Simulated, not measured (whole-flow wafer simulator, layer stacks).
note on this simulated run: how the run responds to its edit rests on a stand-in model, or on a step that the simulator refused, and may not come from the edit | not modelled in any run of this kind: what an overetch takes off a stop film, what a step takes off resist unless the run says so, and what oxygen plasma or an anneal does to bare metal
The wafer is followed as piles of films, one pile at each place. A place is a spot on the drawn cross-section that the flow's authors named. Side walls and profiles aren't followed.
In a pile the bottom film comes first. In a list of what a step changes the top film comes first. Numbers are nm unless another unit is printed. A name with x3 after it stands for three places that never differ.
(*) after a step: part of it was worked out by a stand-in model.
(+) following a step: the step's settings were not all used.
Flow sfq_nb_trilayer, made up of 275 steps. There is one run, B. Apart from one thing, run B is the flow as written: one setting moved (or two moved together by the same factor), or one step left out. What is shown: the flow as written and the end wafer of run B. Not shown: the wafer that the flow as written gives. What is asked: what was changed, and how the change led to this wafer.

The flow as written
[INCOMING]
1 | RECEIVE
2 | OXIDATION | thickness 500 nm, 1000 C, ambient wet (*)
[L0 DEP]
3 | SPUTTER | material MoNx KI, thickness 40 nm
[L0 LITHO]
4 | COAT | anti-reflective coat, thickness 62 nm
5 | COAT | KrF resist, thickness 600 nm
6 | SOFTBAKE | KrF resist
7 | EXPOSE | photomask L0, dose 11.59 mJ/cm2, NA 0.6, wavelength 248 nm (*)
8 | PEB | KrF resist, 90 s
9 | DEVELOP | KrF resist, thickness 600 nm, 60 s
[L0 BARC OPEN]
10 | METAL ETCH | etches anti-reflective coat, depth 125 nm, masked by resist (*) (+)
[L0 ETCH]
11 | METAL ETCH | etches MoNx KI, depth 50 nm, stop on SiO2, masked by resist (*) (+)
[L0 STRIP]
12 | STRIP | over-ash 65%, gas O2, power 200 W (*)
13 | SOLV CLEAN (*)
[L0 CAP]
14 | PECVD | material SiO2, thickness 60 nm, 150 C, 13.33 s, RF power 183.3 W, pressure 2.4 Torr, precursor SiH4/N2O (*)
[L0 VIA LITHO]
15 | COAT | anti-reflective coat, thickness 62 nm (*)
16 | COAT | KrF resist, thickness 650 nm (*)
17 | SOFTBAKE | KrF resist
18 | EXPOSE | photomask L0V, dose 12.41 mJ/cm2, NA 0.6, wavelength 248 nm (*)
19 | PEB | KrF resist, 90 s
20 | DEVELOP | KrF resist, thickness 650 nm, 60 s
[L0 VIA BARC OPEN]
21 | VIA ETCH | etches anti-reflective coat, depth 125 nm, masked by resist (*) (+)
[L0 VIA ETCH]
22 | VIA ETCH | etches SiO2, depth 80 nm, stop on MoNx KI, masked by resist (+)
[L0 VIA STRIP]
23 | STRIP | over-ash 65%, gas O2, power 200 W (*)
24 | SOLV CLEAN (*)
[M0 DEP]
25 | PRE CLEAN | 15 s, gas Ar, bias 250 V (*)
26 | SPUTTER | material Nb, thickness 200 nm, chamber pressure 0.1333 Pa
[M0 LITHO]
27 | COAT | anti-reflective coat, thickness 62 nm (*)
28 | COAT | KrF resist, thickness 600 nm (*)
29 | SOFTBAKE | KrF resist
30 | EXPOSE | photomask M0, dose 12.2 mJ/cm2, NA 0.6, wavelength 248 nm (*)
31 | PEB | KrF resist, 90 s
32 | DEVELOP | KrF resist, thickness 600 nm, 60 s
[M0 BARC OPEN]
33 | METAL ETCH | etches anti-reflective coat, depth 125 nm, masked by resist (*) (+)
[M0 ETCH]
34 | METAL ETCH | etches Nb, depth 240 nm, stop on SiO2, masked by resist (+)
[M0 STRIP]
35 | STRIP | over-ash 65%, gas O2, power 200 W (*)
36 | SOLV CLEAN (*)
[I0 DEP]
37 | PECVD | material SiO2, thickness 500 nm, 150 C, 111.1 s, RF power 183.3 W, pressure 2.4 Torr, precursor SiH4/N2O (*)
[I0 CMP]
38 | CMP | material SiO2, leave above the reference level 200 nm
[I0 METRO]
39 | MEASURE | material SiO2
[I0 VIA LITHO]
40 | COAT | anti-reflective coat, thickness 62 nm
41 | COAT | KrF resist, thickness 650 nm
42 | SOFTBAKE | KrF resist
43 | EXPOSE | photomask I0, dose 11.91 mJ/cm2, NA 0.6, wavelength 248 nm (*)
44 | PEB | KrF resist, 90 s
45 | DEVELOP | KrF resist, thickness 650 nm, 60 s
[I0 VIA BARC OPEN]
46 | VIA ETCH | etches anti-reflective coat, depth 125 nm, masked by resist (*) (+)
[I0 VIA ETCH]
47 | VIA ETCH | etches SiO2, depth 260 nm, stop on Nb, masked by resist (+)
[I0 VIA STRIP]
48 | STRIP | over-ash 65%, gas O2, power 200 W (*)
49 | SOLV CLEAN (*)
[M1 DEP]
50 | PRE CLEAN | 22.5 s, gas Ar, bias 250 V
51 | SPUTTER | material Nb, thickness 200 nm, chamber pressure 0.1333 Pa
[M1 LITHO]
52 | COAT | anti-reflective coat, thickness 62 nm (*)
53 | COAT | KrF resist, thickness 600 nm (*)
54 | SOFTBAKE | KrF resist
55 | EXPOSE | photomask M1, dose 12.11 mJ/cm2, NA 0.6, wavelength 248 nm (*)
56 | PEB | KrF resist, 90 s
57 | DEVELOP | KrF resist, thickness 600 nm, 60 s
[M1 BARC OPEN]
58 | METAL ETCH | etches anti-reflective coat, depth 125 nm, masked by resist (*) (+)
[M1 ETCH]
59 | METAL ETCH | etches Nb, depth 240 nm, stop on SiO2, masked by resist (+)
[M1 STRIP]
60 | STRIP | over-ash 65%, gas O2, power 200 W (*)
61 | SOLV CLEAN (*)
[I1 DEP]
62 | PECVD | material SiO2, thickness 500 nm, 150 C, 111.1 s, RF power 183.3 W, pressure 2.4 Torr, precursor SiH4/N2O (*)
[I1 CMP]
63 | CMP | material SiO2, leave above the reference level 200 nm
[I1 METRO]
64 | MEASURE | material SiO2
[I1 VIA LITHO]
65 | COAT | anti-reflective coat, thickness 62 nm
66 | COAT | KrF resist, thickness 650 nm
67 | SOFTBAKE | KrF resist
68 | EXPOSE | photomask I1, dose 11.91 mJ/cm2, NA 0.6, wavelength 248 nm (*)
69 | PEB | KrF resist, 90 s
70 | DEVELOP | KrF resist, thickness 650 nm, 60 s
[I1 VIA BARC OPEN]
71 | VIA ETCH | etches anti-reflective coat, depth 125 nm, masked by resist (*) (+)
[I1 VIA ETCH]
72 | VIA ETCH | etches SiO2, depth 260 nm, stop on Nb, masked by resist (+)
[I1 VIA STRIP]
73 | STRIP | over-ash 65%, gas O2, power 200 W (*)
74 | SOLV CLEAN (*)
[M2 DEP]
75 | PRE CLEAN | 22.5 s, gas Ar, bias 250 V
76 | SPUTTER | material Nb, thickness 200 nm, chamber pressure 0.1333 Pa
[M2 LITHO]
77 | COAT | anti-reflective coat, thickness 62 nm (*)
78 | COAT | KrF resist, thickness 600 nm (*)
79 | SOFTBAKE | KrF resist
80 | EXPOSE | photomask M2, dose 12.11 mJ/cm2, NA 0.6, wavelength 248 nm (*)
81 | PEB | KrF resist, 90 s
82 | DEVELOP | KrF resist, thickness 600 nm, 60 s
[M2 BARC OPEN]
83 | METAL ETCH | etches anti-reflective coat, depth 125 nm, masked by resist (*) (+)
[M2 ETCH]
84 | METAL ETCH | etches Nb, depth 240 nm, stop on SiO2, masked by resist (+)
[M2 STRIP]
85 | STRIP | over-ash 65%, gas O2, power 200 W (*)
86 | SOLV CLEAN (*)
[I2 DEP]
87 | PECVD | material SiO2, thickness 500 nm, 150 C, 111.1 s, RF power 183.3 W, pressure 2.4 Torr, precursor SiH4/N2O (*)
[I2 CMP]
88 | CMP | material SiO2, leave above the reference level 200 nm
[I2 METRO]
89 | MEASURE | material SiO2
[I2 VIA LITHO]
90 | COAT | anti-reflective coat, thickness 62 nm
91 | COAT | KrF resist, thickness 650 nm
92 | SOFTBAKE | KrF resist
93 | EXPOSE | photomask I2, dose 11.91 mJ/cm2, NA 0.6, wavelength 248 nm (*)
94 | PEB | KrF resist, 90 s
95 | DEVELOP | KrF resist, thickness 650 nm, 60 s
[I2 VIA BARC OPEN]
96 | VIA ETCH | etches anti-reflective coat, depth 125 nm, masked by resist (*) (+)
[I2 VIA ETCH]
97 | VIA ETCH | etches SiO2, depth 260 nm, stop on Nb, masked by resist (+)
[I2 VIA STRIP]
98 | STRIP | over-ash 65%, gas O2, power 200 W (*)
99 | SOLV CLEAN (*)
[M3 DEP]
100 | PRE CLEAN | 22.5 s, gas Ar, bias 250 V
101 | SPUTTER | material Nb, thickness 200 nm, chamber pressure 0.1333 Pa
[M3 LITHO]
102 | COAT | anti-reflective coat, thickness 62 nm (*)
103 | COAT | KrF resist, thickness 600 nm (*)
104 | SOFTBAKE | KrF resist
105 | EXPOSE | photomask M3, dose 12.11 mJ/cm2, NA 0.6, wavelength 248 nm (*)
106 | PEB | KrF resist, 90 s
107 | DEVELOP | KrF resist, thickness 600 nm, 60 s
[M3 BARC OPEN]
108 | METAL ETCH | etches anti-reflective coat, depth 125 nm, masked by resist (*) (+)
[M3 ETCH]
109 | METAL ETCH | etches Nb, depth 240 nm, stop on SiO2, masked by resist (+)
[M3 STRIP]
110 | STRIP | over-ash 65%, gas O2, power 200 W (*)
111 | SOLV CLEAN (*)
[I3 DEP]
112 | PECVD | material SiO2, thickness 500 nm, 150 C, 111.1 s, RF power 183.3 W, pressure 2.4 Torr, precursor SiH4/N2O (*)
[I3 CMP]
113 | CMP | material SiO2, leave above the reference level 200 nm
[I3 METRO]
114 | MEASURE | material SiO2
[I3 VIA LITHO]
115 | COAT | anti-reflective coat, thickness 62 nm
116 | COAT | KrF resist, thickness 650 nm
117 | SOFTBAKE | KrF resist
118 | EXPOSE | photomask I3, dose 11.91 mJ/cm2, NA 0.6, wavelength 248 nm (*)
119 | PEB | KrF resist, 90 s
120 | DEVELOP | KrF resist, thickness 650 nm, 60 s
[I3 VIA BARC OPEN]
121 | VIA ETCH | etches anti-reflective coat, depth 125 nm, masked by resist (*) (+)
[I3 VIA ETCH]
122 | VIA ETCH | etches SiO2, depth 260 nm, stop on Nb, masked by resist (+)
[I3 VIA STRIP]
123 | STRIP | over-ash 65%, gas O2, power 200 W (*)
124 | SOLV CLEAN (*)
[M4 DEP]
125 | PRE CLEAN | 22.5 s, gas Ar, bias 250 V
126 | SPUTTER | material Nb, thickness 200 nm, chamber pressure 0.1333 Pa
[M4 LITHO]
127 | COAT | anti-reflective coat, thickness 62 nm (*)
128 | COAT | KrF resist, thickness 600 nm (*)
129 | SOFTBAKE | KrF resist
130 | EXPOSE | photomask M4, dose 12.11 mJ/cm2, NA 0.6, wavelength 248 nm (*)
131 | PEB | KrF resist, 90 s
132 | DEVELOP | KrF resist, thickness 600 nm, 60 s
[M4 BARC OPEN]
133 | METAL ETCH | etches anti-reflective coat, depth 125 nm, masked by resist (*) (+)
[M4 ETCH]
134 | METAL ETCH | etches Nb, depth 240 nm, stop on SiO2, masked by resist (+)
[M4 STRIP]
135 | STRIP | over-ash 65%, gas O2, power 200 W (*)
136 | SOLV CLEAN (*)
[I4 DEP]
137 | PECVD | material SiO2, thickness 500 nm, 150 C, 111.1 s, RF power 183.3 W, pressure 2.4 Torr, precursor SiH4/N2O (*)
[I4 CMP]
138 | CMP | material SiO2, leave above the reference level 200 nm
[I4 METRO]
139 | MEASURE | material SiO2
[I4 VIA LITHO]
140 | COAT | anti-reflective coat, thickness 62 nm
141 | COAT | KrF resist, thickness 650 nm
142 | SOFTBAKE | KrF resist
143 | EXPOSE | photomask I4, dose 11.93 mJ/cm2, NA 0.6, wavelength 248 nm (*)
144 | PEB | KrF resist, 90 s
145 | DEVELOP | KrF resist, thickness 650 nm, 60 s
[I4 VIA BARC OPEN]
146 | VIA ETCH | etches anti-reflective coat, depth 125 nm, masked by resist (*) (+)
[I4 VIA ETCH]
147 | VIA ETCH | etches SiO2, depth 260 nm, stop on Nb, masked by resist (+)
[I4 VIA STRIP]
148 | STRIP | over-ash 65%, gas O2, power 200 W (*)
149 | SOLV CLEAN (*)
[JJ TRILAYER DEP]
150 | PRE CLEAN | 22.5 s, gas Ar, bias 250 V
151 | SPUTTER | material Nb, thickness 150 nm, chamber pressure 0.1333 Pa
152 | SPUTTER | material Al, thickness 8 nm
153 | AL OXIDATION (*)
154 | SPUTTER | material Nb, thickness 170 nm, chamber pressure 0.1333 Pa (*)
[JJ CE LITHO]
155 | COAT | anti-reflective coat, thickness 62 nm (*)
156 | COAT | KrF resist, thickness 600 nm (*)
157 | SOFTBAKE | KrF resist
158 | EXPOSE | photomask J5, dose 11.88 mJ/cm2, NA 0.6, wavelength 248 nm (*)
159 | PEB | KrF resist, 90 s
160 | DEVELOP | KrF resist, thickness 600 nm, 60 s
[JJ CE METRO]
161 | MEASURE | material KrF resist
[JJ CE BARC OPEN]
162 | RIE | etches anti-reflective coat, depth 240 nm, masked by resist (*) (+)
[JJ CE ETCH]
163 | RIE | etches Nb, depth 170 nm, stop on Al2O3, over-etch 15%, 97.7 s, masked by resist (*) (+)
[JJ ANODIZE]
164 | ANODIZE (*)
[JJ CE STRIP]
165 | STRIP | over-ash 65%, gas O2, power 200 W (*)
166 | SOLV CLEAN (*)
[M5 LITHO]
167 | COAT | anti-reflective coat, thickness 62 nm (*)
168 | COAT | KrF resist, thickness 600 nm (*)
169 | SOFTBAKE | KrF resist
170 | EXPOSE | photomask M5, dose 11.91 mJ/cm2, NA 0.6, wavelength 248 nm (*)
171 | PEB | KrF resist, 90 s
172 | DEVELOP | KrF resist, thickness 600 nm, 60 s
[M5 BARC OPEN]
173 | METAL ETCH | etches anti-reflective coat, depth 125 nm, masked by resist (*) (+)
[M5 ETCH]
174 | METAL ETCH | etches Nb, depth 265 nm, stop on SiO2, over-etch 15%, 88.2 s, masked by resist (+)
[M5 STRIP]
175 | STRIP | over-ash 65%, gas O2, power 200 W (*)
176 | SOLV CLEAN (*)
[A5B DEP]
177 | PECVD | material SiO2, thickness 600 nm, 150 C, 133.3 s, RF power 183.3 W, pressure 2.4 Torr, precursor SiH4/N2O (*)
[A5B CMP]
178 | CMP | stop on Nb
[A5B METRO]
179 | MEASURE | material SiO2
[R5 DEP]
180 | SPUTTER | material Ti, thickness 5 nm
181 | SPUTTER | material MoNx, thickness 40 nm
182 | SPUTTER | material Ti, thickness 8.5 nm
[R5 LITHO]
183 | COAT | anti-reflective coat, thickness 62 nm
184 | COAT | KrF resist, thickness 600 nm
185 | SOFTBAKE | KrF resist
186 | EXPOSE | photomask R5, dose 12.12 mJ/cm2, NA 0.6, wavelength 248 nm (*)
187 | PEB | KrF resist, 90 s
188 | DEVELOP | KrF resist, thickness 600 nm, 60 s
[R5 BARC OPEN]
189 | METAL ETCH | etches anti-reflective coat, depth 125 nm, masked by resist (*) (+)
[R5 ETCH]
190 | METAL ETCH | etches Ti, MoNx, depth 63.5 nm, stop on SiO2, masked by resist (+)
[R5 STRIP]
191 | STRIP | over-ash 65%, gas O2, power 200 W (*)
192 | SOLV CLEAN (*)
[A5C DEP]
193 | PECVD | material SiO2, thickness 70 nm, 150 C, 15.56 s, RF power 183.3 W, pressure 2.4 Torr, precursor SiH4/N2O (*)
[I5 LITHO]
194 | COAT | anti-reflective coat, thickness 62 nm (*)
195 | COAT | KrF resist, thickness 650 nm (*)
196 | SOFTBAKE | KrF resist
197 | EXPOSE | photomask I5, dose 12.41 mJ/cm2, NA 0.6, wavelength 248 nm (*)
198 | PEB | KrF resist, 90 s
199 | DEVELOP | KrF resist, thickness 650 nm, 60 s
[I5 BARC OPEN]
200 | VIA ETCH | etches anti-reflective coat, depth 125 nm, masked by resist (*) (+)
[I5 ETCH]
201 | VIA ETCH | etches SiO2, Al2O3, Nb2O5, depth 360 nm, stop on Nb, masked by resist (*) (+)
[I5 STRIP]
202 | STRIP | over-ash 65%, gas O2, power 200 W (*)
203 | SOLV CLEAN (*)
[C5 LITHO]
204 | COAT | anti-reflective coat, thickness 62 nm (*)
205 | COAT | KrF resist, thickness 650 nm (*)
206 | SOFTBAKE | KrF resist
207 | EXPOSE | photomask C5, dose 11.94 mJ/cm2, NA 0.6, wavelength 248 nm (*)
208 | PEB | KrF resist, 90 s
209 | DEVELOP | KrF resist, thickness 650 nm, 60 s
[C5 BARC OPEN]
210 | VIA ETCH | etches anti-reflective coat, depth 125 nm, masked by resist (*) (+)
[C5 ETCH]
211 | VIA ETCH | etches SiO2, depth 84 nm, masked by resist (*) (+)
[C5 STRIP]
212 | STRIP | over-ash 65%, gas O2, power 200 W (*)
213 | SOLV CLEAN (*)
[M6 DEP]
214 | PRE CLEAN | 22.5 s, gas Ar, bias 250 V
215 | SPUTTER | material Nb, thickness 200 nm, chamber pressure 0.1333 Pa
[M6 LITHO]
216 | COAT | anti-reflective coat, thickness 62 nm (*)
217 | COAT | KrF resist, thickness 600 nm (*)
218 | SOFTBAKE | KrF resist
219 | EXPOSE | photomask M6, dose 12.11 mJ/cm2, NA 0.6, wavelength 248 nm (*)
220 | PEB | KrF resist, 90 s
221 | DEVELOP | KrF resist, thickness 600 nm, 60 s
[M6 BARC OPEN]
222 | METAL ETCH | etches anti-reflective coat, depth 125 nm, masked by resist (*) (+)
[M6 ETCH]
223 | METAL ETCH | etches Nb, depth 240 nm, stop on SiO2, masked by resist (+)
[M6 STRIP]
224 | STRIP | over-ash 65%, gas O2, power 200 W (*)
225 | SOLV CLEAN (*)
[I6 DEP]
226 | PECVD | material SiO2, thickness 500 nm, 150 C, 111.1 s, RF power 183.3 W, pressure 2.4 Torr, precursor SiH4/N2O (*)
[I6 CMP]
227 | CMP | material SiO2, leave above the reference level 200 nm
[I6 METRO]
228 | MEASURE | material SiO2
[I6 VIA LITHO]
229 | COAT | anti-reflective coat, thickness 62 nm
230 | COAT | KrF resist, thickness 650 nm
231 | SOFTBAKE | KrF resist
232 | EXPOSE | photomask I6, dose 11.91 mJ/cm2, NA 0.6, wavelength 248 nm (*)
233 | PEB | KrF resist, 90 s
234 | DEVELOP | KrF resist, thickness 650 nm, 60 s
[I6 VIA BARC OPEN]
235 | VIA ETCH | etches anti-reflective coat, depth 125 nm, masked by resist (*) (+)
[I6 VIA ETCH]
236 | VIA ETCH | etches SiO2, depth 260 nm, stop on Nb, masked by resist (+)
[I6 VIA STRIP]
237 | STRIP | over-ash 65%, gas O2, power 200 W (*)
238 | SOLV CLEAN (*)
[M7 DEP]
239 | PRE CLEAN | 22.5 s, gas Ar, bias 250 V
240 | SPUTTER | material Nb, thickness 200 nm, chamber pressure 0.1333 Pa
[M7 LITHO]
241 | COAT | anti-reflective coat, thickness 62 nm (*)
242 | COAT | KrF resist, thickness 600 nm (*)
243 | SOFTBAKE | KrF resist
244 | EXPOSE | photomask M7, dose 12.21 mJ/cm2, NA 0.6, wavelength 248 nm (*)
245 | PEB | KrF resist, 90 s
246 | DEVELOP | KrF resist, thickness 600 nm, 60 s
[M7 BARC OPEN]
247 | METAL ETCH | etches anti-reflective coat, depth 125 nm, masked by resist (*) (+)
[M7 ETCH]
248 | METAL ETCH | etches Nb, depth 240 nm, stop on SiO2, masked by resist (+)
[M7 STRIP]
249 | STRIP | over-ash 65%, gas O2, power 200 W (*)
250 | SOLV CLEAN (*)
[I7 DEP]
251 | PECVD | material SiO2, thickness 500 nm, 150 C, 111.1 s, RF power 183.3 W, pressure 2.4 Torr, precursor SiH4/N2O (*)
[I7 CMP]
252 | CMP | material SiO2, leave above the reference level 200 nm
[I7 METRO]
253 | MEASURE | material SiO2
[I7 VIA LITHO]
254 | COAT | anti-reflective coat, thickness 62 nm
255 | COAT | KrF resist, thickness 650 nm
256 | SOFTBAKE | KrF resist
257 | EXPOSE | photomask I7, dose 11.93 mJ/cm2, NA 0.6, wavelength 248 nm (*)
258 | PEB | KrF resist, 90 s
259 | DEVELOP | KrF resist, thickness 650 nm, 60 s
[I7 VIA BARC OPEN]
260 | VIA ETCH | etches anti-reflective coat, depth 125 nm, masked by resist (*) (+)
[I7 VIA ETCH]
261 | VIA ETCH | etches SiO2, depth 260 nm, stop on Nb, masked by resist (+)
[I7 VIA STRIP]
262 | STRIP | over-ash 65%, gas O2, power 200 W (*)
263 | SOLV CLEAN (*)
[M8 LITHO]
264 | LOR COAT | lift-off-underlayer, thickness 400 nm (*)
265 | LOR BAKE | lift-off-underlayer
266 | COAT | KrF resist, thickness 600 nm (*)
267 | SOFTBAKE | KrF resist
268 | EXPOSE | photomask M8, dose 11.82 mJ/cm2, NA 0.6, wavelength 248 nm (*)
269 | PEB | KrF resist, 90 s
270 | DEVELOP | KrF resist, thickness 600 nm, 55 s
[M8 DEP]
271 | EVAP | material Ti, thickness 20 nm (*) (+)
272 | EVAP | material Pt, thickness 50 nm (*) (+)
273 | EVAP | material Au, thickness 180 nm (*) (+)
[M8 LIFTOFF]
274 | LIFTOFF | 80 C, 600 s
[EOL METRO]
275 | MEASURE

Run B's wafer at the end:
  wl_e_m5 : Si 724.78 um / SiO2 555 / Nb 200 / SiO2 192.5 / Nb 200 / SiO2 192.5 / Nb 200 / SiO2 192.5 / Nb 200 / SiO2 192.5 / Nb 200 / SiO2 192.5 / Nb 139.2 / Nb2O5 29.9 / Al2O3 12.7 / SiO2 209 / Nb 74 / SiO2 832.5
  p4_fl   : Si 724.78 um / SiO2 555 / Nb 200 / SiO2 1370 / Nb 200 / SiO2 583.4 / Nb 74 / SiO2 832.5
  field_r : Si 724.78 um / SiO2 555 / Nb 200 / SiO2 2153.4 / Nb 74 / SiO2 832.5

Cause: step 215, SPUTTER: thickness 314 nm was run, though the flow has thickness 200 nm.

The path from the change to this, step by step:
  215 | SPUTTER | material Nb, thickness 200 nm, chamber pressure 0.1333 Pa
      field_l, v_sur, via_wl and 100 more: Nb gains 314 (new film) (as written it would have been: Nb gains 200 (new film))
      be: Nb gains 229.4 (as written it would have been: Nb gains 147.3)
      (also at 2 further places)
  216 | COAT | anti-reflective coat, thickness 62 nm (*)
      be: anti-reflective coat gains 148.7 (new film) (as written it would have been: anti-reflective coat gains 136.7 (new film))
      be_sur: anti-reflective coat gains 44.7 (new film) (as written it would have been: anti-reflective coat gains 43.8 (new film))
      (also at 1 further place)
  217 | COAT | KrF resist, thickness 600 nm (*)
      be: KrF resist gains 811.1 (new film) (as written it would have been: KrF resist gains 793.9 (new film))
  223 | METAL ETCH | etches Nb, depth 240 nm, stop on SiO2, masked by resist (+)
      field_l, gap, moat and 76 more: Nb loses 240 (as written it would have been: Nb loses 200 (all of it))
  224 | STRIP | over-ash 65%, gas O2, power 200 W (*)
      be: KrF resist loses 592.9 (all of it), anti-reflective coat loses 148.7 (all of it) (as written it would have been: KrF resist loses 575.8 (all of it), anti-reflective coat loses 136.7 (all of it))
      be_sur: KrF resist loses 368.7 (all of it), anti-reflective coat loses 44.7 (all of it) (as written it would have been: KrF resist loses 371.2 (all of it), anti-reflective coat loses 43.8 (all of it))
      (also at 1 further place)
  226 | PECVD | material SiO2, thickness 500 nm, 150 C, 111.1 s, RF power 183.3 W, pressure 2.4 Torr, precursor SiH4/N2O (*)
      field_l, p4_fl, p4_fm and 62 more: SiO2 gains 500 (new film) (as written it would have been: SiO2 gains 500)
      moat, field_r, lsp_l, ln_m5, lsp_m: SiO2 gains 492.3 (new film) (as written it would have been: SiO2 gains 493.6)
      (also at 10 further places)
  227 | CMP | material SiO2, leave above the reference level 200 nm
      field_l, p4_fl, p4_fm and 59 more: SiO2 loses 60 (as written it would have been: SiO2 loses 100)
      moat, field_r, lsp_l, ln_m5, lsp_m: SiO2 loses 52.3 (as written it would have been: SiO2 loses 93.6)
      (also at 9 further places)
If metal films that touch count as one body, wl_e_m5 has 7 bodies (between them, from the top down: SiO2 209 / Al2O3 12.7 / Nb2O5 29.9; SiO2 192.5; SiO2 192.5; SiO2 192.5; SiO2 192.5; SiO2 192.5); the flow as written gives 6 bodies (between them, from the top down: SiO2 192.5; SiO2 192.5; SiO2 192.5; SiO2 192.5; SiO2 192.5).
If metal films that touch count as one body, p4_fl has 3 bodies (between them, from the top down: SiO2 583.4; SiO2 1370); the flow as written gives 2 bodies (between them, from the top down: SiO2 1370).
If metal films that touch count as one body, field_r has 2 bodies (between them, from the top down: SiO2 2153.4); the flow as written gives 1 body.
